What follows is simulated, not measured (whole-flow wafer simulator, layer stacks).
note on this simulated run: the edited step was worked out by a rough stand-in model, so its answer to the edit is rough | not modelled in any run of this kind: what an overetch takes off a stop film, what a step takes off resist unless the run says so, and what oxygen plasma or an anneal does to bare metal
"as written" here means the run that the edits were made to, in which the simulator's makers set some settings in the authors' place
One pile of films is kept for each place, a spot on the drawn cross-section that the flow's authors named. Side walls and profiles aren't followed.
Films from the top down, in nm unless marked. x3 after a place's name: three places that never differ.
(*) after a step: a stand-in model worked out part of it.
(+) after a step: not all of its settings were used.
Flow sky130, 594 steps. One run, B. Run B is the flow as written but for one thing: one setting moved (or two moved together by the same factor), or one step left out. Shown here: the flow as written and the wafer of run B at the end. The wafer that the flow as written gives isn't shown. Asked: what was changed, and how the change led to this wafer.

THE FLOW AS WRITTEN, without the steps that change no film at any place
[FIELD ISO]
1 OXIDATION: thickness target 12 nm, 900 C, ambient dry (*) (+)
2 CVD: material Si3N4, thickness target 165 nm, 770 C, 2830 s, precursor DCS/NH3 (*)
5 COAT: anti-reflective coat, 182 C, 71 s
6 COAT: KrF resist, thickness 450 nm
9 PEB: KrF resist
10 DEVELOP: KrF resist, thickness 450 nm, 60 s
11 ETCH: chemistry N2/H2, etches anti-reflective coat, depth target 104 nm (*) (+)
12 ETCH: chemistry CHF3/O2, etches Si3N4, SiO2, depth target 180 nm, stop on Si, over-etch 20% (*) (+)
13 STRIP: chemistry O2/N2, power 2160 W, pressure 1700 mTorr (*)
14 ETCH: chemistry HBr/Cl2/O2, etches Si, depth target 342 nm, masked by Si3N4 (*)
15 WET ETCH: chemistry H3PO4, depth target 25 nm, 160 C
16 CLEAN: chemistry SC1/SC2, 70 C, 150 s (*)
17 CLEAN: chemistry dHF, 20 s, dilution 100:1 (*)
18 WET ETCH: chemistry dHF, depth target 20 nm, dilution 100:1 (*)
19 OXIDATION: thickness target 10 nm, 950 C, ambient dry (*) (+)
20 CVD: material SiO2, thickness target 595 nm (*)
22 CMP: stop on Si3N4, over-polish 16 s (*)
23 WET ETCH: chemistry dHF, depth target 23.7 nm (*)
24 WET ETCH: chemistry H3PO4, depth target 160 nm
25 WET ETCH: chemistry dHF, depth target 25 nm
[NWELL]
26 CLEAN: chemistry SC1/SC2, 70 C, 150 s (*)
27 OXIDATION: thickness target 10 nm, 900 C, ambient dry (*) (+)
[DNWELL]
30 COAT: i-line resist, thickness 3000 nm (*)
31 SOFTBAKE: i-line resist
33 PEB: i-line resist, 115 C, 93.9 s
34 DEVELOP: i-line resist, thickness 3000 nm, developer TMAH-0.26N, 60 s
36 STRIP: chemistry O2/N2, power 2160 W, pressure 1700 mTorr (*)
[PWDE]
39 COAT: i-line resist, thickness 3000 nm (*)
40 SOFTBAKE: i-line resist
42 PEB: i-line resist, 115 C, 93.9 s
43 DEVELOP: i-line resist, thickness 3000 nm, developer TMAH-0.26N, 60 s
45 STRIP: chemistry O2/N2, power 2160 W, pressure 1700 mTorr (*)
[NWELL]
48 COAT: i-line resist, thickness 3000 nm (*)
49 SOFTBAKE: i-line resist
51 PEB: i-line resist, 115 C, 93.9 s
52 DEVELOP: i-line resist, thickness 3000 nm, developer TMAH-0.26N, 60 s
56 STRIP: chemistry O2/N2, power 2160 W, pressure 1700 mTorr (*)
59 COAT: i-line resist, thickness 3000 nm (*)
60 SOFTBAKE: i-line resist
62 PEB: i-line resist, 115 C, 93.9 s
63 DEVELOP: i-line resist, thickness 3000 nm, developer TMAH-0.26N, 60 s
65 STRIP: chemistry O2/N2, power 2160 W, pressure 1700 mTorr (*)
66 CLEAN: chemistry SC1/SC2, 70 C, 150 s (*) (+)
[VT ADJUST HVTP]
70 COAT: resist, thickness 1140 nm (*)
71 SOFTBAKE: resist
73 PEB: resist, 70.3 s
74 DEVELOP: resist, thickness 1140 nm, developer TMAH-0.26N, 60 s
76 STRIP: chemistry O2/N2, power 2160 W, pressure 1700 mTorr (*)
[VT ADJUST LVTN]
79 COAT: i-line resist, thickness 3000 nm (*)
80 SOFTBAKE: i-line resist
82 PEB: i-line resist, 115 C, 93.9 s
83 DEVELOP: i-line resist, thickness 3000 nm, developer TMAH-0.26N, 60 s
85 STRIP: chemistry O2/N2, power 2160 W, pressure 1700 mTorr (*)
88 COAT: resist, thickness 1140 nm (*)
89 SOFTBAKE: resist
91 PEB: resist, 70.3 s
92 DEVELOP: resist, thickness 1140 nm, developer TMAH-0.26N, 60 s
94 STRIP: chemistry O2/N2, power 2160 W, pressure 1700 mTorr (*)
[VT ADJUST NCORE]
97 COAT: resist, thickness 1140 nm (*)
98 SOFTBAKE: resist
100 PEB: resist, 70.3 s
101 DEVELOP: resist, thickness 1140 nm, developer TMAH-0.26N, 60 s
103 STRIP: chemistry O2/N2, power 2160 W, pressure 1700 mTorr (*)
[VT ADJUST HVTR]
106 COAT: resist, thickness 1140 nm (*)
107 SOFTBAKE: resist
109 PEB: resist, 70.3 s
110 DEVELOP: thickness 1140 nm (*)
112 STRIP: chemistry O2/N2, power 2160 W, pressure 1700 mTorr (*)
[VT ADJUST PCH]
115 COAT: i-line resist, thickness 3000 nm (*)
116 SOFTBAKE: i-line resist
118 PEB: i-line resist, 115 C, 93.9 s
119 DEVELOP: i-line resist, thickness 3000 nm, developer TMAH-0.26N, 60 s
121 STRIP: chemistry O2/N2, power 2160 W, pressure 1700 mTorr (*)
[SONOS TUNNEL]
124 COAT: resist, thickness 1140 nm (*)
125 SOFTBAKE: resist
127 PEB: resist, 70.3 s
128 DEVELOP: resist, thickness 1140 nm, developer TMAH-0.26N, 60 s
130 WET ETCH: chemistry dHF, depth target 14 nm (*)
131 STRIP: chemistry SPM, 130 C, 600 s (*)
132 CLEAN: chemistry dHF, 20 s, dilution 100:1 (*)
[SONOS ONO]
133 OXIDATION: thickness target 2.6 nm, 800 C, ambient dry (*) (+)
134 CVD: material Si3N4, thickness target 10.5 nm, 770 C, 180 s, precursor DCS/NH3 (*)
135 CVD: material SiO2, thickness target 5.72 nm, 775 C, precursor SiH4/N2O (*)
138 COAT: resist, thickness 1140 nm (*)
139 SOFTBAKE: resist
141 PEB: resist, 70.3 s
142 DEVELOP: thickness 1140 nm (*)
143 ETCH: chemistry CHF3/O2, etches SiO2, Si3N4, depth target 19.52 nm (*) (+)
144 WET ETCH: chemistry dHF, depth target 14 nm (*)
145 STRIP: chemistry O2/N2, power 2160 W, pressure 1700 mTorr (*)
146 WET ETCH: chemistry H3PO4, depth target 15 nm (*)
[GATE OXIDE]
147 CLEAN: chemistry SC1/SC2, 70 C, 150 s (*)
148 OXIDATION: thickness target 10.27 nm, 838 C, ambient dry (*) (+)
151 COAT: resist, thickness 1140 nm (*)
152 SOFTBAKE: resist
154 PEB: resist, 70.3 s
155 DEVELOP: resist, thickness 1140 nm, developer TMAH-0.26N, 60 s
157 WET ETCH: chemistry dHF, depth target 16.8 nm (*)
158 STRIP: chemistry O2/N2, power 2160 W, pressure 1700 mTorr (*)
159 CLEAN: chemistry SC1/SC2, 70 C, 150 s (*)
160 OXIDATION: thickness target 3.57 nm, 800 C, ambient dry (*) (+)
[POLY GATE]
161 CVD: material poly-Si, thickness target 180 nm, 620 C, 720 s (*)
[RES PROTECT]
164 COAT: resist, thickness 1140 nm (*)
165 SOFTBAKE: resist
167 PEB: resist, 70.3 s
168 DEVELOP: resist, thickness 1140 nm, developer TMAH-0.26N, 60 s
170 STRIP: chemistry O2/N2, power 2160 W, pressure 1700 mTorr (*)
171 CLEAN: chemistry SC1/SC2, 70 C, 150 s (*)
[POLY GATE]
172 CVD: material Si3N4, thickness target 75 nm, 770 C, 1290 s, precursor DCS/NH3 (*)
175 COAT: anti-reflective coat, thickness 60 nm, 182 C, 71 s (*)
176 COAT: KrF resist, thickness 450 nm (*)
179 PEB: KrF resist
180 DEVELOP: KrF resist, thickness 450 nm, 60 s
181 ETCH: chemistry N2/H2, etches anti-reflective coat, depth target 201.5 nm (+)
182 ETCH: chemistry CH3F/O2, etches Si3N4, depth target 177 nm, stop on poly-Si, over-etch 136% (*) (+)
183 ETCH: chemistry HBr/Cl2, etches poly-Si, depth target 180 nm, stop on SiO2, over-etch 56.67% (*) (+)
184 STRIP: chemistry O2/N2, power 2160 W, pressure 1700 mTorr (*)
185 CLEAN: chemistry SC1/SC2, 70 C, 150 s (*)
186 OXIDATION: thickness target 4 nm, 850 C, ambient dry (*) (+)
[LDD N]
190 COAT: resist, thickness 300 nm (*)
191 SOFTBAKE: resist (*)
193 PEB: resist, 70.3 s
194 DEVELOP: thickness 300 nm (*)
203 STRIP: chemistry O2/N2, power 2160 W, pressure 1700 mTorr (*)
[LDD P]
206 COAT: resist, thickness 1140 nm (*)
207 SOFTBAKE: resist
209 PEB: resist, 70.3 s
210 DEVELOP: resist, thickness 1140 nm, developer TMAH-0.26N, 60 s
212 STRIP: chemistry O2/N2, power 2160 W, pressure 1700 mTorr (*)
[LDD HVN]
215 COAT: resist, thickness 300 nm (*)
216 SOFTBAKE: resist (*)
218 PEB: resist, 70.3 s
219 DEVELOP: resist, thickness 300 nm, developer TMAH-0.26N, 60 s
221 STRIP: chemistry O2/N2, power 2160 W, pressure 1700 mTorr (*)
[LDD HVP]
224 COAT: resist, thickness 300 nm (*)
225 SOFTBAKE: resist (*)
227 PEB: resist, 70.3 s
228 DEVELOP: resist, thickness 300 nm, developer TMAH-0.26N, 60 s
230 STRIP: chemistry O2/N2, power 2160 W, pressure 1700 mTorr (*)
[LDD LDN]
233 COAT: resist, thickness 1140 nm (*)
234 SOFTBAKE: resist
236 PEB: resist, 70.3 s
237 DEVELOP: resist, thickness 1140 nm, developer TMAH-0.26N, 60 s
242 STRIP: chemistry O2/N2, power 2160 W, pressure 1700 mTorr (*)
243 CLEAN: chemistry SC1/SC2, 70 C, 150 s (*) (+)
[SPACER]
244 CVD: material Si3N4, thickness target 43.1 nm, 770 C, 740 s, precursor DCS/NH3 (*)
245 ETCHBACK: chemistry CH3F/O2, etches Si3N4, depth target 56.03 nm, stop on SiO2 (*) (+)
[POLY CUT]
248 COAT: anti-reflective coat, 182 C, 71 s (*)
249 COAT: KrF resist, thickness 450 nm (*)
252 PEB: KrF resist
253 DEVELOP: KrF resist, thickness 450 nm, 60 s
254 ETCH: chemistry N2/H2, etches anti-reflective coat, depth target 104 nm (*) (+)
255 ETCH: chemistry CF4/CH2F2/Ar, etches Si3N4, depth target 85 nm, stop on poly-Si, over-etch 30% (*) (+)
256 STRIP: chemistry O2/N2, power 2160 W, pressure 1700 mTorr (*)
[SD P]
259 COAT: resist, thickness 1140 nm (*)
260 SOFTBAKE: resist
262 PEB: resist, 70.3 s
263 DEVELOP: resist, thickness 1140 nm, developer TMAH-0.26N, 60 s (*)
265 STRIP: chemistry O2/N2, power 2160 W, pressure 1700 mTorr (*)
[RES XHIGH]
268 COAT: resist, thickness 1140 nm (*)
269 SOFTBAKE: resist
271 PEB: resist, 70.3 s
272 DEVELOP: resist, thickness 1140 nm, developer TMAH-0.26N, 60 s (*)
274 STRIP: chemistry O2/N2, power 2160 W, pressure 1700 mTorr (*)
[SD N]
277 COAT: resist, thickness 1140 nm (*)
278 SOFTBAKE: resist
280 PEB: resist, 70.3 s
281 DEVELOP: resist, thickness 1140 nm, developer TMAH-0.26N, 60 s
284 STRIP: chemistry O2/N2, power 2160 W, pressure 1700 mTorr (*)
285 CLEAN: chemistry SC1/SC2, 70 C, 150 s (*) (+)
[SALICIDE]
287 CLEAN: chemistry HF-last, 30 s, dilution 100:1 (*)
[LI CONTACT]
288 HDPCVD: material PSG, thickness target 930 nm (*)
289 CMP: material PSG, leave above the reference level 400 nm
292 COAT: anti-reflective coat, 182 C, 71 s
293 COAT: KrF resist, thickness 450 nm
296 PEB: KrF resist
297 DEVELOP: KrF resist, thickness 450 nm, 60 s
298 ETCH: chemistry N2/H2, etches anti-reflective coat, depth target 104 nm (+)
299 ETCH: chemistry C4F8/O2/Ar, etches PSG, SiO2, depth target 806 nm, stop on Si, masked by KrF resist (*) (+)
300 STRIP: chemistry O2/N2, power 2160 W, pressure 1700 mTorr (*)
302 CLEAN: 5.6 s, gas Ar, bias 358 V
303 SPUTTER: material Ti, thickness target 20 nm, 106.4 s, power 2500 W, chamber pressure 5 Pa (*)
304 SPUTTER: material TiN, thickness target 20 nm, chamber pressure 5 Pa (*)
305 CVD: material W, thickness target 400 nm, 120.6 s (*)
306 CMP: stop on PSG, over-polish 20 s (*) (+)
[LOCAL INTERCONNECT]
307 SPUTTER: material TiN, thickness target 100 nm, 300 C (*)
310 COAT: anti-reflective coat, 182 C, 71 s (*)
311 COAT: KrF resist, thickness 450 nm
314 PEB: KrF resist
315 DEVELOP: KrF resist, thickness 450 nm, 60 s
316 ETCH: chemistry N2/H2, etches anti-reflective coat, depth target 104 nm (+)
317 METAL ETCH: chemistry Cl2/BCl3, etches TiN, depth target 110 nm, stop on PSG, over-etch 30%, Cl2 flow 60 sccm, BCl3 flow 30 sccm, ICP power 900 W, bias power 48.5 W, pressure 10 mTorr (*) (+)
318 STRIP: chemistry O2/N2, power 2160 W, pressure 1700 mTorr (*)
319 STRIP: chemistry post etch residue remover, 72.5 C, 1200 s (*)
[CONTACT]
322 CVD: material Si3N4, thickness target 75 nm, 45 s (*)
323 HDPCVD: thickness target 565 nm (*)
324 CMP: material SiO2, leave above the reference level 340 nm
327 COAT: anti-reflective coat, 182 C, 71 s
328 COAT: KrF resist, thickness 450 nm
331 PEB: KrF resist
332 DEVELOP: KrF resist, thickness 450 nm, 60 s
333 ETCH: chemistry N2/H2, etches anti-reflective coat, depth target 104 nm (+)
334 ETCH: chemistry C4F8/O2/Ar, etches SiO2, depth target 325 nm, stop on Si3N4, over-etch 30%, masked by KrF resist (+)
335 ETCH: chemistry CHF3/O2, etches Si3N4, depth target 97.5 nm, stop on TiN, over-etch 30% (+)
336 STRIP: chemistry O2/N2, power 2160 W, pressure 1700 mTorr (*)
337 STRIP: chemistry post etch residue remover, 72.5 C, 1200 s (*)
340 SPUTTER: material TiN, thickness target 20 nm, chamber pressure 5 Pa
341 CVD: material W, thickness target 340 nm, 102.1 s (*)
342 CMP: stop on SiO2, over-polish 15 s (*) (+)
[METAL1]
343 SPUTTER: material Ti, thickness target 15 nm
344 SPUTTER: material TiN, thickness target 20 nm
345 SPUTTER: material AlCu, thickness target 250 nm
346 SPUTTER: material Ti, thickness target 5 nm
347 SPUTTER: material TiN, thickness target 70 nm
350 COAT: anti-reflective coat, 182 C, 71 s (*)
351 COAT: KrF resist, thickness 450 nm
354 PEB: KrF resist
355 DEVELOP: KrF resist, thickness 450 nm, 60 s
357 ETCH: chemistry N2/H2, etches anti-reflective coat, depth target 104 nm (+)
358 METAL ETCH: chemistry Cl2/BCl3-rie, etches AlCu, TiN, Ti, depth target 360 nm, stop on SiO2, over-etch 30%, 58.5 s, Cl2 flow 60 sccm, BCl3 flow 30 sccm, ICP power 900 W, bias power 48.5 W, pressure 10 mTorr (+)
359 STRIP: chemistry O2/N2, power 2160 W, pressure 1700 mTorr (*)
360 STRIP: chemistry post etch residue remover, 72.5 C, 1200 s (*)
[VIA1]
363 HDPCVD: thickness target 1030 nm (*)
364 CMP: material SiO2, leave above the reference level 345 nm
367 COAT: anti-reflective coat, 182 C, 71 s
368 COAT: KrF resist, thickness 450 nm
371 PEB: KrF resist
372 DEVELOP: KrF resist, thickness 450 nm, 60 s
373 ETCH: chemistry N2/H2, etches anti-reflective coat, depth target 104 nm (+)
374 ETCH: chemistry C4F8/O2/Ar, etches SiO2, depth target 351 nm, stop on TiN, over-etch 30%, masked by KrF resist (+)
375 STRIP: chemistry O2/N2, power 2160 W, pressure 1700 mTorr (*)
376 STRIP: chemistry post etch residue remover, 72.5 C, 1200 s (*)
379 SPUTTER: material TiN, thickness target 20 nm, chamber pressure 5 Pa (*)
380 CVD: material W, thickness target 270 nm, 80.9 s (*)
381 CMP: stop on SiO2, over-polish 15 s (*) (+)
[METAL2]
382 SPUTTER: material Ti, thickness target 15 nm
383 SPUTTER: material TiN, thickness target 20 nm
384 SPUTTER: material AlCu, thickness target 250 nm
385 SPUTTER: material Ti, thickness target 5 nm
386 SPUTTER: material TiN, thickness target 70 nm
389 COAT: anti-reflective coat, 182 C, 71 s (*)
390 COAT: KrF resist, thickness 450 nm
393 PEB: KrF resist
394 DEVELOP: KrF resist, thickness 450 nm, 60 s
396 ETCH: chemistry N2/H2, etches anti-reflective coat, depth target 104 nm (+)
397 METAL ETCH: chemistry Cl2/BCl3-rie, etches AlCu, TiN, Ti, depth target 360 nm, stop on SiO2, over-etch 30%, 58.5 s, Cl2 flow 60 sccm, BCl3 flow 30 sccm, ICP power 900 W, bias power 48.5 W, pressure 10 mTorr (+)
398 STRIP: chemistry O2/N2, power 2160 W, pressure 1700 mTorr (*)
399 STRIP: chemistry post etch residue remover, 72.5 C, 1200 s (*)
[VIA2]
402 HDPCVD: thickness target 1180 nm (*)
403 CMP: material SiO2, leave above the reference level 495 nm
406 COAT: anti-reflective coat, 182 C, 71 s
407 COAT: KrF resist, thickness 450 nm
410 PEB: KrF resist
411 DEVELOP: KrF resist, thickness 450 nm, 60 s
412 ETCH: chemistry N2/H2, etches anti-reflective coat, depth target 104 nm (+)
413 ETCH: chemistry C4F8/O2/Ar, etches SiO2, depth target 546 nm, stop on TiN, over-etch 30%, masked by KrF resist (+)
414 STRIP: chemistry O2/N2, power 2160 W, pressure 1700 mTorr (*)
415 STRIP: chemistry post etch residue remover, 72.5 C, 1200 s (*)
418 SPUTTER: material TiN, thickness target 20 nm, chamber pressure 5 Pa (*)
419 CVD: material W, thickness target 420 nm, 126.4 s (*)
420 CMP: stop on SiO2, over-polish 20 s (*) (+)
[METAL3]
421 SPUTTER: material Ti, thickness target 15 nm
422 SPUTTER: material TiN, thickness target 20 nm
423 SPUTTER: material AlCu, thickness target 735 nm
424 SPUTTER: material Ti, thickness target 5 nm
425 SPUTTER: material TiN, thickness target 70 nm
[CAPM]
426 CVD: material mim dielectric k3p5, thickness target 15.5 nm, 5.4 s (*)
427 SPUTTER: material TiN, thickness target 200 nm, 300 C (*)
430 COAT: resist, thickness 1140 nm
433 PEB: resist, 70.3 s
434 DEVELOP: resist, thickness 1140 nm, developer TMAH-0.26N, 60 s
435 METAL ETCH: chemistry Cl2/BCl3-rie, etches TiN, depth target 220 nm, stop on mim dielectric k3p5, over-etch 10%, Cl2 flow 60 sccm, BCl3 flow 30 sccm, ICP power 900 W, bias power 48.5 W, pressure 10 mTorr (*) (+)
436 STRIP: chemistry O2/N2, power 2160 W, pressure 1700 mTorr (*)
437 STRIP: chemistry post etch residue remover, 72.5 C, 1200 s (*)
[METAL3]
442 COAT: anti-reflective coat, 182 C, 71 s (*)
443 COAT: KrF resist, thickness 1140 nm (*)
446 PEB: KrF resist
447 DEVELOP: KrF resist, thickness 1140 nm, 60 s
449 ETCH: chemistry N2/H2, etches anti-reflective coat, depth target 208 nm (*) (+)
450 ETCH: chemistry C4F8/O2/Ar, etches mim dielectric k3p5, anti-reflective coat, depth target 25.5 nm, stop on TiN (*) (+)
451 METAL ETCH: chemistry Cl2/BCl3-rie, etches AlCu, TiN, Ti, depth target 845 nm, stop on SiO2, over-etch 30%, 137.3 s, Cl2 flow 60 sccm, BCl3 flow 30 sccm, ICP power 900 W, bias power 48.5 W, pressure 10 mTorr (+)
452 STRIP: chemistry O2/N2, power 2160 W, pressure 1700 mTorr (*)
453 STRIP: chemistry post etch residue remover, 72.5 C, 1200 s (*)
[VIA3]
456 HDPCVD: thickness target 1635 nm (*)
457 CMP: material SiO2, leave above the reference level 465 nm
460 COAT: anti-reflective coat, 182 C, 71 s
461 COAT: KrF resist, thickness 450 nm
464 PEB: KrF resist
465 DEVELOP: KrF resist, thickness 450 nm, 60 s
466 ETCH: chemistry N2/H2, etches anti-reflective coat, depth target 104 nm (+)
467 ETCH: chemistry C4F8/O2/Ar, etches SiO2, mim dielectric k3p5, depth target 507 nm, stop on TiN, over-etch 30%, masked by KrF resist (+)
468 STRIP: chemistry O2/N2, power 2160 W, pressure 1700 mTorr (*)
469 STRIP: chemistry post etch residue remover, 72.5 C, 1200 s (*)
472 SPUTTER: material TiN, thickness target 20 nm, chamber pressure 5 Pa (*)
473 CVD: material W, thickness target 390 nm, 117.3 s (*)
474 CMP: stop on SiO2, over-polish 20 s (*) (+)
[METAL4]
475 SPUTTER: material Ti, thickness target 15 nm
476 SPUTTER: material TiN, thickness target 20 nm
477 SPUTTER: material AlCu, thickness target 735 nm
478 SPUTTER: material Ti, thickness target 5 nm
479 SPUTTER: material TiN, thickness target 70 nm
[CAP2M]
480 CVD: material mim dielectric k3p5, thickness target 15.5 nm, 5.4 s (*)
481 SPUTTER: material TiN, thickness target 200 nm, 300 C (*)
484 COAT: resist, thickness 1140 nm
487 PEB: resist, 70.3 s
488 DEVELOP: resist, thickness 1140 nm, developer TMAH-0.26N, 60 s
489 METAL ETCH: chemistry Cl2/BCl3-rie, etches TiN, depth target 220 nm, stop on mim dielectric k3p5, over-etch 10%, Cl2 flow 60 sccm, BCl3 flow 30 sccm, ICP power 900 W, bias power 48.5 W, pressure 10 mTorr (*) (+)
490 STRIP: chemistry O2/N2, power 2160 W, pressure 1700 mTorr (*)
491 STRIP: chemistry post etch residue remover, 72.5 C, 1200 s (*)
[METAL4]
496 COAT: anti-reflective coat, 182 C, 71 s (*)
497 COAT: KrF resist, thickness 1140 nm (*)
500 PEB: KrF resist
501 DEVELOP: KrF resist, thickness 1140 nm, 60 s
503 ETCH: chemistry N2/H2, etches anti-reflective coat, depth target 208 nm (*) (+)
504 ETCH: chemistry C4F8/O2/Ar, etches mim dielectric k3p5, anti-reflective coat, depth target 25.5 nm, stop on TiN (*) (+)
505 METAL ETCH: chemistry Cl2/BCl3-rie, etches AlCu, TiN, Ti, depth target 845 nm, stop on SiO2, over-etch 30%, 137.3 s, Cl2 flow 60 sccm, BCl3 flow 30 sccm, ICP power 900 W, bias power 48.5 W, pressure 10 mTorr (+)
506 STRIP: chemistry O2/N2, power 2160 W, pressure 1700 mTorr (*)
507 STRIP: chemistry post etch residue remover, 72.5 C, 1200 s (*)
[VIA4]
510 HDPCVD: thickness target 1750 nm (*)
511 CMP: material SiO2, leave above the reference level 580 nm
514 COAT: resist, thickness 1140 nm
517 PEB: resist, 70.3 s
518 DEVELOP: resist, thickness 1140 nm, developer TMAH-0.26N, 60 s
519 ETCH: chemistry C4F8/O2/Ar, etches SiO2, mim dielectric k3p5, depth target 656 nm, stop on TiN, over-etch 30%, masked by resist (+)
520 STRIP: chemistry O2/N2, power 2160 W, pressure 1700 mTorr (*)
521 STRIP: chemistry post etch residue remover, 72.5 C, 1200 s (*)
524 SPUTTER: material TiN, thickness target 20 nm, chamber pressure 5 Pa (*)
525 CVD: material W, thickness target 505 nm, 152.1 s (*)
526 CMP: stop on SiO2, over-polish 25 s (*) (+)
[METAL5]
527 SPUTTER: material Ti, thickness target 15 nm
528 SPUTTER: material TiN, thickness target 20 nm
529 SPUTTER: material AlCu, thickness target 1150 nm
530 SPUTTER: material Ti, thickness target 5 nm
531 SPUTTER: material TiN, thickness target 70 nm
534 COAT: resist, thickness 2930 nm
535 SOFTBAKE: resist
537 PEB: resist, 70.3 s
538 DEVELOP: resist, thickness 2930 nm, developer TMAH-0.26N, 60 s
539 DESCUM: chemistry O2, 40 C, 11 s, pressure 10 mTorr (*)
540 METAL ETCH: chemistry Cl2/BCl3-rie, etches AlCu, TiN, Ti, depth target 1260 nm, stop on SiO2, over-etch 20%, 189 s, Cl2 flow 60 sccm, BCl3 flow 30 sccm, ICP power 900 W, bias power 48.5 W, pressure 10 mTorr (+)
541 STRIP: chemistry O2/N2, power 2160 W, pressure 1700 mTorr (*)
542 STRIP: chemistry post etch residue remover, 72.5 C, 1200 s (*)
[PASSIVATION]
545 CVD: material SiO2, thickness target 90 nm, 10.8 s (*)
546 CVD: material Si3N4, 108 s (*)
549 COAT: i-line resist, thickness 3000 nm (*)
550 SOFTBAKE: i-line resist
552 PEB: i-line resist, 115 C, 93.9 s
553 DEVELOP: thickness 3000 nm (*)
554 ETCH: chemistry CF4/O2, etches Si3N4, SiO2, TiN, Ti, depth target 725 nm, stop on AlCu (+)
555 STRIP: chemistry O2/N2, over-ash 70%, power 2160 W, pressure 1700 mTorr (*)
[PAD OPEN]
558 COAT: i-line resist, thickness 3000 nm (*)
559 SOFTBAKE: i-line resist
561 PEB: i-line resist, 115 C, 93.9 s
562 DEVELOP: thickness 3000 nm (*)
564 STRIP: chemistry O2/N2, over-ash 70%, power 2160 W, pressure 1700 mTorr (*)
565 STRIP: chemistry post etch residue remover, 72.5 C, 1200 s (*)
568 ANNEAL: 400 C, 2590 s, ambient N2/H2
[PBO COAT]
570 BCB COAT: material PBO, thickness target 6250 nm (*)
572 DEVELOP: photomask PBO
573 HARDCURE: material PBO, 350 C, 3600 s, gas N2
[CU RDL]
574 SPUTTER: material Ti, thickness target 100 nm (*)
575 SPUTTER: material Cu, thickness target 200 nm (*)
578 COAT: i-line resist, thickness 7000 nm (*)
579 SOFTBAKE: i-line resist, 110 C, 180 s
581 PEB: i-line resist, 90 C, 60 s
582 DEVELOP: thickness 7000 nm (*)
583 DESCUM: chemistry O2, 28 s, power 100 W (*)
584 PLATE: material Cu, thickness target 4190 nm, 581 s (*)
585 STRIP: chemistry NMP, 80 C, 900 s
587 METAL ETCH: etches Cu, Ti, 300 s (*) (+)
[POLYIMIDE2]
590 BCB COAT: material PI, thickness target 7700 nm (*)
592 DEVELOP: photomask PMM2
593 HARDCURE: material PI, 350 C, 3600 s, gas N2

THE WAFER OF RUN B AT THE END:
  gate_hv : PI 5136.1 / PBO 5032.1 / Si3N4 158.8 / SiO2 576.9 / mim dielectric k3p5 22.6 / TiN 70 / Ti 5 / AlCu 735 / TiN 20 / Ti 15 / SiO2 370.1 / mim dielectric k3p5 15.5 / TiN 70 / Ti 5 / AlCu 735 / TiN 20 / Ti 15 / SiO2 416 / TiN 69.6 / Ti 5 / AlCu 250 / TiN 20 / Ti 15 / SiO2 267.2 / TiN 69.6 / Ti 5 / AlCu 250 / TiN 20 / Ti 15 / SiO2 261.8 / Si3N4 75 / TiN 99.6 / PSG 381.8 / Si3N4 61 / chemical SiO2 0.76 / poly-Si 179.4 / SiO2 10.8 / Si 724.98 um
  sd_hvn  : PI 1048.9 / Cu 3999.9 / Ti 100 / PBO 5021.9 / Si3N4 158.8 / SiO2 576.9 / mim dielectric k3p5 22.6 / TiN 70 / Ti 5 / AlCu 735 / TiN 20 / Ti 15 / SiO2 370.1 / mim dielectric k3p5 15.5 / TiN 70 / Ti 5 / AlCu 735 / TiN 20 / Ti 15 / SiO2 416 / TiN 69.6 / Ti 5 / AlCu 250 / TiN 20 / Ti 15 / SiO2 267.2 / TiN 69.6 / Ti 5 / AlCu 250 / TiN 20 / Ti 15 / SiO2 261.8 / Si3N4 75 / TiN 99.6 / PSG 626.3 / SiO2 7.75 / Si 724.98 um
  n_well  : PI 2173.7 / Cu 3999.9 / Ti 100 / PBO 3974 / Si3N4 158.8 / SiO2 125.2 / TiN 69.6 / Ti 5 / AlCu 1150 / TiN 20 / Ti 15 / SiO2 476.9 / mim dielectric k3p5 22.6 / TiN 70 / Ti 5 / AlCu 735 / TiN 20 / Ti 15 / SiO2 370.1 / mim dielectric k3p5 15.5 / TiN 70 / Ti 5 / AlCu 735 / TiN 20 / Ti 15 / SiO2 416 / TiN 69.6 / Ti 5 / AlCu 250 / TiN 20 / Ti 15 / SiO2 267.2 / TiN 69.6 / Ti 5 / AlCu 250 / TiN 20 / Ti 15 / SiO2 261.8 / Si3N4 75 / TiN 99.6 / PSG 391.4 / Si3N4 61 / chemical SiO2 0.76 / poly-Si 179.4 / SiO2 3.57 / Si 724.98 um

The cause: step 480, CVD: thickness target 22.6 nm was run, where the flow has thickness target 15.5 nm; step 480, CVD: 7.88 s was run, where the flow has 5.4 s.
It can be read off the wafer: gate_hv has mim dielectric k3p5 22.6, and step 480 as written asks for 15.5 nm.

How the change led to this, step by step:
  480 CVD: material mim dielectric k3p5, thickness target 15.5 nm, 5.4 s (*)
      field, active, n_well and 189 more: mim dielectric k3p5 +22.6 (new film) (as written it would be: mim dielectric k3p5 +15.5 (new film))
  504 ETCH: chemistry C4F8/O2/Ar, etches mim dielectric k3p5, anti-reflective coat, depth target 25.5 nm, stop on TiN (*) (+)
      n_well, p_well, gate_hv and 102 more: KrF resist -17 (as written it would be: KrF resist -15.5)
      field, active, gate and 85 more: mim dielectric k3p5 -22.6 (all of it) (as written it would be: mim dielectric k3p5 -15.5 (all of it))
  519 ETCH: chemistry C4F8/O2/Ar, etches SiO2, mim dielectric k3p5, depth target 656 nm, stop on TiN, over-etch 30%, masked by resist (+)
      m1: SiO2 -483 (all of it), mim dielectric k3p5 -22.6 (all of it) (as written it would be: SiO2 -490.1 (all of it), mim dielectric k3p5 -15.5 (all of it))
      via4_hole: SiO2 -482.4 (all of it), mim dielectric k3p5 -22.6 (all of it) (as written it would be: SiO2 -489.5 (all of it), mim dielectric k3p5 -15.5 (all of it))
